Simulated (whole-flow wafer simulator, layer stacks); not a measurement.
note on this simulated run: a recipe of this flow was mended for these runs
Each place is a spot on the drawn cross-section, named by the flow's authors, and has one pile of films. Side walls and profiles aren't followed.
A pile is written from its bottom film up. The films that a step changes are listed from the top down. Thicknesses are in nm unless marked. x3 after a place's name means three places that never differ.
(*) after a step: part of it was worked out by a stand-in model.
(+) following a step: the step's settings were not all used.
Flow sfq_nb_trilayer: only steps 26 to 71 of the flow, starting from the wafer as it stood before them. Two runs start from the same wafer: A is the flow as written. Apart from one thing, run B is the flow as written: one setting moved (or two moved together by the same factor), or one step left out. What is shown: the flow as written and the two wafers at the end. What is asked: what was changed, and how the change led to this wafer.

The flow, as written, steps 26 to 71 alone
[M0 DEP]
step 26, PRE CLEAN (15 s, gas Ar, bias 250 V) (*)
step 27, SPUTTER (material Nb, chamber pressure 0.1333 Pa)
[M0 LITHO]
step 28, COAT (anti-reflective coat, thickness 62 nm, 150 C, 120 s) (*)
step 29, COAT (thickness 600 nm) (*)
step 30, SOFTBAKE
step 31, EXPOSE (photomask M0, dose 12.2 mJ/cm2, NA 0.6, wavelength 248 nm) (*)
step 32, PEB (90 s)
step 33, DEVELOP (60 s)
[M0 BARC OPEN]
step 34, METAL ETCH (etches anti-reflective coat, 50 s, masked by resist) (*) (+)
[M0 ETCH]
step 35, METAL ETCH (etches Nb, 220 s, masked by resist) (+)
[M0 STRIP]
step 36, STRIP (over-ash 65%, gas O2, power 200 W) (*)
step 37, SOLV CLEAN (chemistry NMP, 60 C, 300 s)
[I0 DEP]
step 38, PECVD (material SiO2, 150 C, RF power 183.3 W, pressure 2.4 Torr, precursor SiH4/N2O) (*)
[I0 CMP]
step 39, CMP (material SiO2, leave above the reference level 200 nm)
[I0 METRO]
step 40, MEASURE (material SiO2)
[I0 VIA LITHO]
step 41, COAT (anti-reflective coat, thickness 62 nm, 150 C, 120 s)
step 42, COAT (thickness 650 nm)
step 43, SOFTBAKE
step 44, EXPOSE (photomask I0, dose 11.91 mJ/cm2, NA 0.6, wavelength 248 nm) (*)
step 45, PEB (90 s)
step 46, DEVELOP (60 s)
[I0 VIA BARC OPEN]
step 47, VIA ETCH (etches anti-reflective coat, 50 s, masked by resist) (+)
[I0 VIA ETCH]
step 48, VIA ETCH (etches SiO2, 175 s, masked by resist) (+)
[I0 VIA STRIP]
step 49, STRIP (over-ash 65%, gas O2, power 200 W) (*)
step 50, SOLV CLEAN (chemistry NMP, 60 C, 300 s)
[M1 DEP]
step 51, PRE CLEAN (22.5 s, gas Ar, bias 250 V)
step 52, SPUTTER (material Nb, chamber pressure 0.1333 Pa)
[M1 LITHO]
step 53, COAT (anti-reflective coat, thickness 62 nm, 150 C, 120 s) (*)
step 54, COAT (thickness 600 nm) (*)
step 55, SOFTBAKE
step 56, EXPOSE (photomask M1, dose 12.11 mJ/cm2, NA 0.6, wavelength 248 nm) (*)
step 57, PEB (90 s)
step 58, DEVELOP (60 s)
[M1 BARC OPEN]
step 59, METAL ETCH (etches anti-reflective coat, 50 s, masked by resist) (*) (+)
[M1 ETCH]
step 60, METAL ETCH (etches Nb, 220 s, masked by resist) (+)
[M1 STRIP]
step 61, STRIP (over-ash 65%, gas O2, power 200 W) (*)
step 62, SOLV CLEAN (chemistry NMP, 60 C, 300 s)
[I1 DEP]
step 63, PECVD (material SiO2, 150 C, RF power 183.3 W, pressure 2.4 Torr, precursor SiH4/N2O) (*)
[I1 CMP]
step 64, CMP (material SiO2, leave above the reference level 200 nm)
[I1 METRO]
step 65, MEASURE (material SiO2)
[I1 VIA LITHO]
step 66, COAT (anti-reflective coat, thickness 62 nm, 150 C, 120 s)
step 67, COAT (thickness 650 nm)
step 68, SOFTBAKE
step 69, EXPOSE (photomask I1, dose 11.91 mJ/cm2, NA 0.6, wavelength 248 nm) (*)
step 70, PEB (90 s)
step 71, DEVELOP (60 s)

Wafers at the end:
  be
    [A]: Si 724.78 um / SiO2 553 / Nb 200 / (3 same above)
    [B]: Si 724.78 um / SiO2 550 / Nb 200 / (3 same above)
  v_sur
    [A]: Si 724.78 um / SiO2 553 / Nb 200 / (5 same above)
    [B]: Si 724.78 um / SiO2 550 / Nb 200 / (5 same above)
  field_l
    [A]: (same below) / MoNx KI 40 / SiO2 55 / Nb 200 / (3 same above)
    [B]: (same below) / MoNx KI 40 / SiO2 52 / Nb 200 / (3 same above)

Cause: step 26, PRE CLEAN: 24 s was run, though the flow has 15 s.

The path from the change to this, step by step:
  step 26, PRE CLEAN (15 s, gas Ar, bias 250 V) (*)
      field_l, v_sur, via_wl and 102 more: A SiO2 loses 5 | B SiO2 loses 8
      l0v: A MoNx KI loses 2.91 | B MoNx KI loses 4.79
